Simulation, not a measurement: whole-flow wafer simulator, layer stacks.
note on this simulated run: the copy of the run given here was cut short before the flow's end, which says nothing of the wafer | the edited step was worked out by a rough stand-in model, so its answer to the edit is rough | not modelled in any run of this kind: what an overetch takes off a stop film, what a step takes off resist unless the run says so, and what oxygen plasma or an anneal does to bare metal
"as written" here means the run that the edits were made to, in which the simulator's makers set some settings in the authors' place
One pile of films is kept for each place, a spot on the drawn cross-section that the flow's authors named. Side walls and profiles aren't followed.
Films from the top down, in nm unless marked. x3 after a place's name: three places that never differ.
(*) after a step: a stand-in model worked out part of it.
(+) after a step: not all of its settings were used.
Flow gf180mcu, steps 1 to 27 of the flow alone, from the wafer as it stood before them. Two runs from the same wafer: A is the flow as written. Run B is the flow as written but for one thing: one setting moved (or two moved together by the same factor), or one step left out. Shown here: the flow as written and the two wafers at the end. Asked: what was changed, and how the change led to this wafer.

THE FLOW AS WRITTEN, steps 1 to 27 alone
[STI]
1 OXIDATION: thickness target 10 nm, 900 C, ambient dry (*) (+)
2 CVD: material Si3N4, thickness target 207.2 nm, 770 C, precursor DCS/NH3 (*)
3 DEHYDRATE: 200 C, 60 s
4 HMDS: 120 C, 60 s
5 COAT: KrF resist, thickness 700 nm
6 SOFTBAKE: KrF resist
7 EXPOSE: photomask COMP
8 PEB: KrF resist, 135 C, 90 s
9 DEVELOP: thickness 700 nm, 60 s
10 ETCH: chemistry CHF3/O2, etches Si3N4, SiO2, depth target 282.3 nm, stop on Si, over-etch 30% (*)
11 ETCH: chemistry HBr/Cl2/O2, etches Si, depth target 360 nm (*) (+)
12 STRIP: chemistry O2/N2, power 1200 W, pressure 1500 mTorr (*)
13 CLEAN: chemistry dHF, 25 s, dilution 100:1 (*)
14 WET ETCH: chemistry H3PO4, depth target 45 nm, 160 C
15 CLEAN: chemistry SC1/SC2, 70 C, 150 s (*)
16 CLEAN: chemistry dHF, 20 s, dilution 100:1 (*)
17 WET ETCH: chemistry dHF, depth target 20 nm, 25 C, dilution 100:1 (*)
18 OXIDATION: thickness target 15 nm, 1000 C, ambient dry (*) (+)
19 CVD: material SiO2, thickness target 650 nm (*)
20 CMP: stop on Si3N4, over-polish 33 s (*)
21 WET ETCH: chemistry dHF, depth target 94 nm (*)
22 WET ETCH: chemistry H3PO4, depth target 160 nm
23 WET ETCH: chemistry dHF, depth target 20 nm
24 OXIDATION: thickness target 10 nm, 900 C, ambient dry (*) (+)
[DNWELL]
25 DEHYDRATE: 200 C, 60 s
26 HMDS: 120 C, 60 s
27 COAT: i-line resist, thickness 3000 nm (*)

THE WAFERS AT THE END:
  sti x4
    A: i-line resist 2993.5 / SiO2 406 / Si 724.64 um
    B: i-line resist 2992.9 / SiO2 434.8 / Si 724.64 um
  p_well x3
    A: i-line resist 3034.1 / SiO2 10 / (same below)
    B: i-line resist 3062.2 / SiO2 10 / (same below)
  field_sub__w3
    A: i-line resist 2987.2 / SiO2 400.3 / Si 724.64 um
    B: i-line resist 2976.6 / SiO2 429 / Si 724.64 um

The cause: step 21, WET ETCH: depth target 65.2 nm was run, where the flow has depth target 94 nm.

How the change led to this, step by step:
  21 WET ETCH: chemistry dHF, depth target 94 nm (*)
      active, n_well, p_well x3 and 38 more: A Si3N4 -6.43 | B Si3N4 -4.48
      field, field_sub, sti x4 and 31 more: A SiO2 -94 | B SiO2 -65.2
